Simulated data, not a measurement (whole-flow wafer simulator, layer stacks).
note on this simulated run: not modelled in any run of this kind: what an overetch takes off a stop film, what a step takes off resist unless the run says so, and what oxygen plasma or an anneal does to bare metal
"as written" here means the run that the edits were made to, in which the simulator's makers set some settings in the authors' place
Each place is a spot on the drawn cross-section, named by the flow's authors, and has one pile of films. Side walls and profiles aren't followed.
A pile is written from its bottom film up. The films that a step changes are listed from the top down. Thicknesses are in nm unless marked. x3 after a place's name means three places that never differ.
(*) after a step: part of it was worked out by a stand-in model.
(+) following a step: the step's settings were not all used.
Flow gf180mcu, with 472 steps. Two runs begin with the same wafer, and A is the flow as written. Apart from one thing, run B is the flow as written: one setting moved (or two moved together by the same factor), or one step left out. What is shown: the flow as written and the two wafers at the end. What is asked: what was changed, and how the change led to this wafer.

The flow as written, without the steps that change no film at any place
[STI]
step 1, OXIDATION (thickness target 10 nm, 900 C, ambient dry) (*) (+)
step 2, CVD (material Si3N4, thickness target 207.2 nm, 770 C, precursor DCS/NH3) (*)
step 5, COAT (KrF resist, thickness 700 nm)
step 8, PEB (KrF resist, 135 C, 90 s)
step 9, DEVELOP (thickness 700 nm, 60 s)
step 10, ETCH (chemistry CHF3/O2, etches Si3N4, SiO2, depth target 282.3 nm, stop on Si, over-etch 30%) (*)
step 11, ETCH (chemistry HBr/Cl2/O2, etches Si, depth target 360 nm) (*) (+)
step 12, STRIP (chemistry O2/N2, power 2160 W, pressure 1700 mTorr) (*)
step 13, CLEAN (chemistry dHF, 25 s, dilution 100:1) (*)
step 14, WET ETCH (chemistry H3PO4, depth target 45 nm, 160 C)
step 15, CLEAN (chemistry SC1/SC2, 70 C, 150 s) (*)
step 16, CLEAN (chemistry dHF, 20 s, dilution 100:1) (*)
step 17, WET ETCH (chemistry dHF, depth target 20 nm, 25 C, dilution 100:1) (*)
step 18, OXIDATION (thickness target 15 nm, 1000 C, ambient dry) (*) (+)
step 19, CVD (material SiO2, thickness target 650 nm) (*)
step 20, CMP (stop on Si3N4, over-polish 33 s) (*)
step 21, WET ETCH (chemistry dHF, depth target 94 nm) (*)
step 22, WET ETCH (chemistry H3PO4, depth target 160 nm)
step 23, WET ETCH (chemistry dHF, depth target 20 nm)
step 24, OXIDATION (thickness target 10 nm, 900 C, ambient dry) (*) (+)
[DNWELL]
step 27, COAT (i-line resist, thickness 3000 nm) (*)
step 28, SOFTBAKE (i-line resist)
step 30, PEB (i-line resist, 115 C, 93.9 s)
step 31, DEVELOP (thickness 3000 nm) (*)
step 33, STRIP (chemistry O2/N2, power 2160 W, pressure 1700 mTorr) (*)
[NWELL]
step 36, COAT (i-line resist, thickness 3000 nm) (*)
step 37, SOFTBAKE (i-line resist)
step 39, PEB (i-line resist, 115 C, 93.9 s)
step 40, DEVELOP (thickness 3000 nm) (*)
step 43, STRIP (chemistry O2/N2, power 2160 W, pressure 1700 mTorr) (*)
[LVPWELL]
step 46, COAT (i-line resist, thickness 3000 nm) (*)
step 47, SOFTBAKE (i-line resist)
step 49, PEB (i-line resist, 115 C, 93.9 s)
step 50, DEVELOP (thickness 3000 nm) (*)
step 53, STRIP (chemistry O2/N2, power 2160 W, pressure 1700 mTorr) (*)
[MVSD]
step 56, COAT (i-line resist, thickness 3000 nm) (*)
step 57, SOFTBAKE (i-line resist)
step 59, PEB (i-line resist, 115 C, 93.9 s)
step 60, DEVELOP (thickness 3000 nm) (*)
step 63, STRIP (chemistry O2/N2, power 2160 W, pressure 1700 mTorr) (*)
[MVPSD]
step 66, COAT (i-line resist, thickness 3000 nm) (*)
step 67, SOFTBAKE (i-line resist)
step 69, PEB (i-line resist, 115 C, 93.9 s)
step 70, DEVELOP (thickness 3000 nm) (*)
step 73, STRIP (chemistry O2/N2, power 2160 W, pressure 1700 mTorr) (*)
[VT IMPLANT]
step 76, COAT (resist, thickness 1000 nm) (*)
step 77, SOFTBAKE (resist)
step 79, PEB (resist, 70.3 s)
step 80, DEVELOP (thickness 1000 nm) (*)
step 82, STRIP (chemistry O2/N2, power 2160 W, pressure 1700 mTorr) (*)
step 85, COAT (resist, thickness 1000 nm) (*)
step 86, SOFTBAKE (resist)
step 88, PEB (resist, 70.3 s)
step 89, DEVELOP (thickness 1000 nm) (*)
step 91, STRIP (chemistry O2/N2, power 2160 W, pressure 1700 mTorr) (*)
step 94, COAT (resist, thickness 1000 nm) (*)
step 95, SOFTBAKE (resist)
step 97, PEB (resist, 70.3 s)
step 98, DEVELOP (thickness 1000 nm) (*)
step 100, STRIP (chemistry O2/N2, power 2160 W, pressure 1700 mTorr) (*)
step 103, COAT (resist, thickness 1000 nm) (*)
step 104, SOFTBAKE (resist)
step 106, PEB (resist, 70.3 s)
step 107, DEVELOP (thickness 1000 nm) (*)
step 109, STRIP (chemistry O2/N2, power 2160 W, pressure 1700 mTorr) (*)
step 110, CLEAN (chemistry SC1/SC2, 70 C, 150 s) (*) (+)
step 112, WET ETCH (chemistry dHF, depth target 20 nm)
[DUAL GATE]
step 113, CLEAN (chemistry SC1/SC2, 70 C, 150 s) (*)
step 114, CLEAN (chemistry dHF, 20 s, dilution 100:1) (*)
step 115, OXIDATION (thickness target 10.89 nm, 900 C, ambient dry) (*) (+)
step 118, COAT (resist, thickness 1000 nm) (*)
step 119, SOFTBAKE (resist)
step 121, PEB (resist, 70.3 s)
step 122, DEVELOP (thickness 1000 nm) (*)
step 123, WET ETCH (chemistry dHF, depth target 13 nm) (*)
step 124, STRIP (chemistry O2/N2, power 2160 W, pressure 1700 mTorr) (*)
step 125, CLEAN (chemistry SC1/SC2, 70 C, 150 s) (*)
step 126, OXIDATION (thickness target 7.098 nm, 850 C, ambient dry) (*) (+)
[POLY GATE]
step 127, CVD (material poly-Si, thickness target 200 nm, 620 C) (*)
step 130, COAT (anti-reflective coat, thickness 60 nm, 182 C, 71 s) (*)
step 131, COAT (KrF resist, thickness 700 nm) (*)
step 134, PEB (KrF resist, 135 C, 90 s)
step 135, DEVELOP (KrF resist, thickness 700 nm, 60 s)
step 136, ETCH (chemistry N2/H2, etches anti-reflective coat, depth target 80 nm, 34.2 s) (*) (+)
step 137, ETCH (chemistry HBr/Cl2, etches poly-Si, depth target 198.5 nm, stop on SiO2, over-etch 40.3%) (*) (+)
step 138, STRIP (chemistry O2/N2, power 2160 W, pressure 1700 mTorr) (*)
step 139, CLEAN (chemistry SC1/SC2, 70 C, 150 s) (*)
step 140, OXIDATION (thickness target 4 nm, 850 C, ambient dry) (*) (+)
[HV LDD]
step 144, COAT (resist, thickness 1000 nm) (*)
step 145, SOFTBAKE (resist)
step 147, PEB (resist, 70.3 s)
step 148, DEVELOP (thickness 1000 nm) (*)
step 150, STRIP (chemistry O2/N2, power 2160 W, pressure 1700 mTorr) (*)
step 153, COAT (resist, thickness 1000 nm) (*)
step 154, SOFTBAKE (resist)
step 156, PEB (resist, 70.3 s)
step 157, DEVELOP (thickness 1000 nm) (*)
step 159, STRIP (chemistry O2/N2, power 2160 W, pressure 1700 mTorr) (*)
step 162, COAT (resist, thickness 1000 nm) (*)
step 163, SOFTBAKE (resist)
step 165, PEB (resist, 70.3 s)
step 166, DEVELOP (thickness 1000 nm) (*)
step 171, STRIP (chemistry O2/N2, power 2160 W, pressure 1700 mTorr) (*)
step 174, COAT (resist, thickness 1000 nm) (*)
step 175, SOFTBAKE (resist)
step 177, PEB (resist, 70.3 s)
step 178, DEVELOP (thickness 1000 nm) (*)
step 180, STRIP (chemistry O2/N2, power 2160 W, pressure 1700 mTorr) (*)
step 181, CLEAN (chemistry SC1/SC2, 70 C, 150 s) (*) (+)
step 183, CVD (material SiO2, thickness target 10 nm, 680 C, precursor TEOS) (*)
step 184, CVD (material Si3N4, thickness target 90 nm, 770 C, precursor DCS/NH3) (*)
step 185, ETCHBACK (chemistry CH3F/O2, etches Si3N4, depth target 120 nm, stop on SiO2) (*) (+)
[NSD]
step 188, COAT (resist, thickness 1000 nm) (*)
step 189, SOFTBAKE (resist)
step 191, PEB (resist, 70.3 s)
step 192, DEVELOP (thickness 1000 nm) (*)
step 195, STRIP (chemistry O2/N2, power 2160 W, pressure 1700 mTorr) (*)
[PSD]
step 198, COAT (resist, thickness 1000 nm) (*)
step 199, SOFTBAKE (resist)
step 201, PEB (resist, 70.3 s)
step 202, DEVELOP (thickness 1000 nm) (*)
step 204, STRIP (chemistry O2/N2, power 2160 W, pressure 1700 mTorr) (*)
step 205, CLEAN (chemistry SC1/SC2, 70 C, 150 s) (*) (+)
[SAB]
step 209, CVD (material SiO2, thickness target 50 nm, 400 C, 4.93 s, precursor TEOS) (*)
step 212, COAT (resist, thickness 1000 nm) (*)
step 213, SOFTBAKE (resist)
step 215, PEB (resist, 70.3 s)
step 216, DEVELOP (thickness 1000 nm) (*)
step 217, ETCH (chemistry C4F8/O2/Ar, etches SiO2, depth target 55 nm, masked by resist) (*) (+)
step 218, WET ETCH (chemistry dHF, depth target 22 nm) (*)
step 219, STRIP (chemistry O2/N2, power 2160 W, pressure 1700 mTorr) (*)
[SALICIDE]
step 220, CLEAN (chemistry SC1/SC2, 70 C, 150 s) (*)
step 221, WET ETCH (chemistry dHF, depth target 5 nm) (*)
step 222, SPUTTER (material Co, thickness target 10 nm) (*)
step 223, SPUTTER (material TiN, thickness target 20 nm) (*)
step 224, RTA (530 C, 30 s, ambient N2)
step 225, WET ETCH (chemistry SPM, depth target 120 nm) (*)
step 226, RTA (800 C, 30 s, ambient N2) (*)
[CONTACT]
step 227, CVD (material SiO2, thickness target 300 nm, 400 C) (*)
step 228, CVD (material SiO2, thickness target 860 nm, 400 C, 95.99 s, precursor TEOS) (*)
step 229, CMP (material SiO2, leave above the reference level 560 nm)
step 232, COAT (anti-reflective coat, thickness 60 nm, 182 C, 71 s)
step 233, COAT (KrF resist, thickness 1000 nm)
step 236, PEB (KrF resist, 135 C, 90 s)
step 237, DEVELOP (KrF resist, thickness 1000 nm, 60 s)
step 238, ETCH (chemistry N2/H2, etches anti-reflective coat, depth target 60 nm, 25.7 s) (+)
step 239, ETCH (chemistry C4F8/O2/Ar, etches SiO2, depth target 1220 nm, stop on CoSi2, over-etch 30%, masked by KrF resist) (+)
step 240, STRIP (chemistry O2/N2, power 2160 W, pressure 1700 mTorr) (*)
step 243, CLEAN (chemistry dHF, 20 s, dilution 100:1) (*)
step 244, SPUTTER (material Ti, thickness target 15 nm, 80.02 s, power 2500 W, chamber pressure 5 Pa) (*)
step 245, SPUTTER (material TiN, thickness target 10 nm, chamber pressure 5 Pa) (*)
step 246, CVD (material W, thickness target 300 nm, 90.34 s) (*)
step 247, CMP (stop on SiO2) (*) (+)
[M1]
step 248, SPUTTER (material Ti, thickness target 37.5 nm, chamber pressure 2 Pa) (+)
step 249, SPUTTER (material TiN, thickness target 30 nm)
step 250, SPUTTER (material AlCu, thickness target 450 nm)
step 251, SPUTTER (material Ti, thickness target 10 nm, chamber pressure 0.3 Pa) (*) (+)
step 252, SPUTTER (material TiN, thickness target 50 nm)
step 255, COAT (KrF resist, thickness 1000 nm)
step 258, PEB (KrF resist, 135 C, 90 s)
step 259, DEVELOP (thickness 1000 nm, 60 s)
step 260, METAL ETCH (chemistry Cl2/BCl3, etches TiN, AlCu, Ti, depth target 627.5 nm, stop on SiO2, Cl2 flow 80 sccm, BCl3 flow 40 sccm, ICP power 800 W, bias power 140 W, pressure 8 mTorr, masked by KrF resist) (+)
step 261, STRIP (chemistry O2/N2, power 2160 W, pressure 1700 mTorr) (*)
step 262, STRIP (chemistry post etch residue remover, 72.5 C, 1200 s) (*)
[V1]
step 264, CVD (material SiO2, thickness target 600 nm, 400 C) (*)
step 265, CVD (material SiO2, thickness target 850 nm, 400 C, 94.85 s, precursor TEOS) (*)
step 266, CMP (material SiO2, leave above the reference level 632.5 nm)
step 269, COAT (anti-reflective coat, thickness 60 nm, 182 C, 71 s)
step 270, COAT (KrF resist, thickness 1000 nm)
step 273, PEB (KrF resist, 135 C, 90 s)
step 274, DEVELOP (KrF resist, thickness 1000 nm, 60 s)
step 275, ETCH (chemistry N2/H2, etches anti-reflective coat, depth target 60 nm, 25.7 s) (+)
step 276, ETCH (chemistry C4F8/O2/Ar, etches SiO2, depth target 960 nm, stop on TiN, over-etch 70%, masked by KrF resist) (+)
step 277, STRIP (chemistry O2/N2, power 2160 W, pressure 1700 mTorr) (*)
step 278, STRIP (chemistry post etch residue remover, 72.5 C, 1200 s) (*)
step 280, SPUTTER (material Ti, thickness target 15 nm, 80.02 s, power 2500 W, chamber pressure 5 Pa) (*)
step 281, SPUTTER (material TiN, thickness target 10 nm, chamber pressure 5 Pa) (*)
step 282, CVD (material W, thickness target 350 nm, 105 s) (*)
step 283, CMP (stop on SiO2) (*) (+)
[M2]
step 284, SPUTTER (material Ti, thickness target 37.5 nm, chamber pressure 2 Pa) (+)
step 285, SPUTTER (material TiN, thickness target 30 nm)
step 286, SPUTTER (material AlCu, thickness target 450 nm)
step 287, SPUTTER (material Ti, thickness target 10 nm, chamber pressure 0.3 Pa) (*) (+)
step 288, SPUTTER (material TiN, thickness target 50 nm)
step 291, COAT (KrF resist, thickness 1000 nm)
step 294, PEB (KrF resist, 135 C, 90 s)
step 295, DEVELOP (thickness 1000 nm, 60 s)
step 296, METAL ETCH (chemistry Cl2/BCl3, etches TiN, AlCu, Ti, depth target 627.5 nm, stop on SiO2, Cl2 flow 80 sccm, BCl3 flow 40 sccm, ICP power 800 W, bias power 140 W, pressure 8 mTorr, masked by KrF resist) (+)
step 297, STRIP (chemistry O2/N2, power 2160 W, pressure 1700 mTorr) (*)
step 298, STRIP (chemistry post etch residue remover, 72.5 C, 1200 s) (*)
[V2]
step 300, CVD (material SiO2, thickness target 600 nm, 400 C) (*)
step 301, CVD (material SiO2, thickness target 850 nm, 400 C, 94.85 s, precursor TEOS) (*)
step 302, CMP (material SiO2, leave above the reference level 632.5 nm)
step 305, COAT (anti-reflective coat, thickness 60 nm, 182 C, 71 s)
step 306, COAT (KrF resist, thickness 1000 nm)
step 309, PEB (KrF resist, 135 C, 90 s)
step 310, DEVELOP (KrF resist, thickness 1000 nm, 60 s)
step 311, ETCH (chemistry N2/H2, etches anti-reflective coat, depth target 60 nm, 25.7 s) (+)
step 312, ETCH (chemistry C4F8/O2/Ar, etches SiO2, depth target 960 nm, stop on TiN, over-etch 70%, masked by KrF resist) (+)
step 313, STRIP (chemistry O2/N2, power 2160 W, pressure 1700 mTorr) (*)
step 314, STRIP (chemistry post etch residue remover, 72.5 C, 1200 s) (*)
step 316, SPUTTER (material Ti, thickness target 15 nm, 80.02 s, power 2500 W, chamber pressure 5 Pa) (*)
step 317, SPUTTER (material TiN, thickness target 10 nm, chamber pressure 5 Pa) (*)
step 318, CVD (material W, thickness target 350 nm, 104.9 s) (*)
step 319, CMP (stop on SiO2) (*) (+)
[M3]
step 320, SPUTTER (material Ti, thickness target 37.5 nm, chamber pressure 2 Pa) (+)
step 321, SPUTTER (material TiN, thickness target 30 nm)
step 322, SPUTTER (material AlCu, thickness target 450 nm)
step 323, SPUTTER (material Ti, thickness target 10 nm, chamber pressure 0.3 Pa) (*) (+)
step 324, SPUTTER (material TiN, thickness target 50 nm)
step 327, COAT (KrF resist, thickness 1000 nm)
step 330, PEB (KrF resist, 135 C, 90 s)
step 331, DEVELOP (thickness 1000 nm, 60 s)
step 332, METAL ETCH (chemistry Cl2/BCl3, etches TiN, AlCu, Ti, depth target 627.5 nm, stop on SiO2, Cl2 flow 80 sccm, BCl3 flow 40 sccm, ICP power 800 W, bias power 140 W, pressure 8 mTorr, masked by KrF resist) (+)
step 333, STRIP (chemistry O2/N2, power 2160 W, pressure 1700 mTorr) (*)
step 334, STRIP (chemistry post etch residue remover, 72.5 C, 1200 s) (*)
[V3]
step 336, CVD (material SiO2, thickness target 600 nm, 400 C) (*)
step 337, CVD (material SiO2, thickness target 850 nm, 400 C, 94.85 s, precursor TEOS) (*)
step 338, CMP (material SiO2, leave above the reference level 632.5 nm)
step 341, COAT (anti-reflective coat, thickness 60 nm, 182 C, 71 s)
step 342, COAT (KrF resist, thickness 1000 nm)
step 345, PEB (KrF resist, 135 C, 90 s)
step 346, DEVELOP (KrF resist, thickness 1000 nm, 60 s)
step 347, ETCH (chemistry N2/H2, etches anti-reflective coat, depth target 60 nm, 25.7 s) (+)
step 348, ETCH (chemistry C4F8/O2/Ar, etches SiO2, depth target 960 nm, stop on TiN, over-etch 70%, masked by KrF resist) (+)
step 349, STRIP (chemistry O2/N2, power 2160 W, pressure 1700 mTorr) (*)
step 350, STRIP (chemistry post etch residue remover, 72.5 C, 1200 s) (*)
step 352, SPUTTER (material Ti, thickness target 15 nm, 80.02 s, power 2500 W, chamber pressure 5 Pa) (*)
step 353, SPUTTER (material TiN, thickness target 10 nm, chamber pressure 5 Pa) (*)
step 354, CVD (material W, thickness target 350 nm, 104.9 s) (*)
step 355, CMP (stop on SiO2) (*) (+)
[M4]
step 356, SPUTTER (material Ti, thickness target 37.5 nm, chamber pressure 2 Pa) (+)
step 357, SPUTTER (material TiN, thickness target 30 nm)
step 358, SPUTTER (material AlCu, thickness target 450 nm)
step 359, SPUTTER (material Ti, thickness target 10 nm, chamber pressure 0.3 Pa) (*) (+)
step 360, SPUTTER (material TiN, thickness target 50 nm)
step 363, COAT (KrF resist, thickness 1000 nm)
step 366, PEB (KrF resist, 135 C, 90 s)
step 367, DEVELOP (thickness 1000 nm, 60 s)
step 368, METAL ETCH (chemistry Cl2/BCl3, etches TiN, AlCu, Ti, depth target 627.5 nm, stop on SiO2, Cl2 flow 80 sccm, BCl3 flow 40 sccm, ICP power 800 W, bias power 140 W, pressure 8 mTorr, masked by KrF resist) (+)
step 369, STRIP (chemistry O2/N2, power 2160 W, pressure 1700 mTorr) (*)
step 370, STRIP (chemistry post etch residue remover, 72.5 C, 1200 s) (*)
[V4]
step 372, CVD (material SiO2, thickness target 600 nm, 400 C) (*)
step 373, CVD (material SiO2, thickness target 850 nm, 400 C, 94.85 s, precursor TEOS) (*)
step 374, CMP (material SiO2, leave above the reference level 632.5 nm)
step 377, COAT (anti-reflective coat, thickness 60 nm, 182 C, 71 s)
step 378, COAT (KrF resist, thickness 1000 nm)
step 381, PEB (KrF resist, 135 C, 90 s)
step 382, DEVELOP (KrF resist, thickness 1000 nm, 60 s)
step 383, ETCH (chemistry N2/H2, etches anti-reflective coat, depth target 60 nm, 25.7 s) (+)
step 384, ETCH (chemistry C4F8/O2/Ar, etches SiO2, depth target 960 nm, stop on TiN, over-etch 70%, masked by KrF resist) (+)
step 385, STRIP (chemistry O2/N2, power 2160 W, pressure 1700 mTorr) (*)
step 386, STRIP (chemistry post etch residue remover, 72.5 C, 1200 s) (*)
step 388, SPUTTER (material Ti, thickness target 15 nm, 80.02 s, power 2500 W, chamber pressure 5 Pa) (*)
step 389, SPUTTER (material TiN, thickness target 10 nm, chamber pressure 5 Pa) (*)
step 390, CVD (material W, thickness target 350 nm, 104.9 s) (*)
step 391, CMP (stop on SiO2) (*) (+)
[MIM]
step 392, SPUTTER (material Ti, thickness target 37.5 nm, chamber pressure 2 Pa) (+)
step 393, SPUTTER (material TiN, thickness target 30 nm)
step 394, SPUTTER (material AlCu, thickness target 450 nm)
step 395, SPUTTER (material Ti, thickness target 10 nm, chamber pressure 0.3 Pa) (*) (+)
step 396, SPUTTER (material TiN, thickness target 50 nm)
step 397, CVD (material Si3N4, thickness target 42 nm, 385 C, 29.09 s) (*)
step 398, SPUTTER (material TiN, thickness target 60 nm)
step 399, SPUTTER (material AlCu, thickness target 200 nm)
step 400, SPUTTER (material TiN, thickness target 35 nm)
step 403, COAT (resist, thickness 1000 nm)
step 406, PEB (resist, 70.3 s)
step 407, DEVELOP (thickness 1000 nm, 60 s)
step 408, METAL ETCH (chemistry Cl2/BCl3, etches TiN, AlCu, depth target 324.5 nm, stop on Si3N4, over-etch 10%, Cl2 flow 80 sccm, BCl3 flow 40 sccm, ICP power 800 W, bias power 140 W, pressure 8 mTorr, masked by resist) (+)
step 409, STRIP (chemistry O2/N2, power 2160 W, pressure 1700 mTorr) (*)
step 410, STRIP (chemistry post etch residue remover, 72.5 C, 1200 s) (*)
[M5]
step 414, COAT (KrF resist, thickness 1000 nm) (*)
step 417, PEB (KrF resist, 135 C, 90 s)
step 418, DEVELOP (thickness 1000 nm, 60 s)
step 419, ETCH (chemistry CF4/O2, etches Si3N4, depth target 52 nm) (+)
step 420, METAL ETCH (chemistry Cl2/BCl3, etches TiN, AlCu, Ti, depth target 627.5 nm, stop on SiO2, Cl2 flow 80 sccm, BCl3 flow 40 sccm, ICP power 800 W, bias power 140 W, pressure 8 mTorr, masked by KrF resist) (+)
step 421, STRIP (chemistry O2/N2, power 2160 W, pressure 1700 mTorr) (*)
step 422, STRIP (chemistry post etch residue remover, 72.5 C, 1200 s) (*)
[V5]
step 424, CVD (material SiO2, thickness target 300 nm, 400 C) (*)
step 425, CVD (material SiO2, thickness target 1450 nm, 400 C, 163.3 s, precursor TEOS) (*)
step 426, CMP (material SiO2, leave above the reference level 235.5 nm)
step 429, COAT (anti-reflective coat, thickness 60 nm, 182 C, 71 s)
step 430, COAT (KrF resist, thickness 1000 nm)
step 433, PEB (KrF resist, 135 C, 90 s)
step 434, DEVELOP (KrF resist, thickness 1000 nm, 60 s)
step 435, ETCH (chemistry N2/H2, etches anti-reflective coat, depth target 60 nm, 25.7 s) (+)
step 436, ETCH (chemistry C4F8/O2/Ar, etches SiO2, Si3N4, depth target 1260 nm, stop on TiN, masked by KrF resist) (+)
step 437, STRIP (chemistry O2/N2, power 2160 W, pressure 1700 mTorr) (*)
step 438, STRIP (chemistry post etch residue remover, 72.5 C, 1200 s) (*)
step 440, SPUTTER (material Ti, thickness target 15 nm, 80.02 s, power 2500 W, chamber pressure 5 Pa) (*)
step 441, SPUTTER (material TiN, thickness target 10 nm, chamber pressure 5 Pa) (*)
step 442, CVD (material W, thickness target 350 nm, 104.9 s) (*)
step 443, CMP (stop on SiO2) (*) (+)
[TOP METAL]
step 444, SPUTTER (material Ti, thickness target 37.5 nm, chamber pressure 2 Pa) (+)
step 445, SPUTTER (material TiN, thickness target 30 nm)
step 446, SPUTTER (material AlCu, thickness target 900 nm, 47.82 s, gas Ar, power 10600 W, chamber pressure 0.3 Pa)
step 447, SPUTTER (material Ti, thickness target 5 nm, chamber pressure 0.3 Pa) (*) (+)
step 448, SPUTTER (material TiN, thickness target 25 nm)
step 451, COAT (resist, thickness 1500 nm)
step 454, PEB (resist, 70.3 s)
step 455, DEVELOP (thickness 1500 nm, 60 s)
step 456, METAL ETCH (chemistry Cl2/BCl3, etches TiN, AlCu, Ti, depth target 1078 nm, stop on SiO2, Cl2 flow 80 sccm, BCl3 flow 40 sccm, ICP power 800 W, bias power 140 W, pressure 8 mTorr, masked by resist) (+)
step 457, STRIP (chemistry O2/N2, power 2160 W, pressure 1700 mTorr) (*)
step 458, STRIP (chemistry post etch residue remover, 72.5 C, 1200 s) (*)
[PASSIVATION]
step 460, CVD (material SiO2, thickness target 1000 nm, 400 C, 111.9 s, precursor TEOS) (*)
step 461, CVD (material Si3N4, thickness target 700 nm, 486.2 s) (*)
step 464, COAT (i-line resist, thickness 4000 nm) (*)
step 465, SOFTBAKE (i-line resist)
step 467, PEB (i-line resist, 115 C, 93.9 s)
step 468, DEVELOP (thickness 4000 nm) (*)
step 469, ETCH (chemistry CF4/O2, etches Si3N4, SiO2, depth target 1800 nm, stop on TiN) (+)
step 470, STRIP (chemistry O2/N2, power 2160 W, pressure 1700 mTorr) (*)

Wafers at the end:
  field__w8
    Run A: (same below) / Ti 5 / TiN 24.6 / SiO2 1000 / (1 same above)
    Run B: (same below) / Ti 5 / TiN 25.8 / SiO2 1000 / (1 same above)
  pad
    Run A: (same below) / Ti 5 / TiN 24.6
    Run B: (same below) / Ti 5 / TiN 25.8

The reason: step 448, SPUTTER: thickness target 26.2 nm was run, whereas the flow has thickness target 25 nm.

Step by step, how the change led to this:
  step 448, SPUTTER (material TiN, thickness target 25 nm)
      field, field__w1, field__w2 and 109 more: A +25 TiN (new film) | B +26.2 TiN (new film)
  step 456, METAL ETCH (chemistry Cl2/BCl3, etches TiN, AlCu, Ti, depth target 1078 nm, stop on SiO2, Cl2 flow 80 sccm, BCl3 flow 40 sccm, ICP power 800 W, bias power 140 W, pressure 8 mTorr, masked by resist) (+)
      field, field__w1, field__w2 and 103 more: A -25 TiN (all of it), -5 Ti (all of it), -900 AlCu (all of it), -30 TiN (all of it), -37.5 Ti (all of it) | B -26.2 TiN (all of it), -5 Ti (all of it), -900 AlCu (all of it), -30 TiN (all of it), -37.5 Ti (all of it)
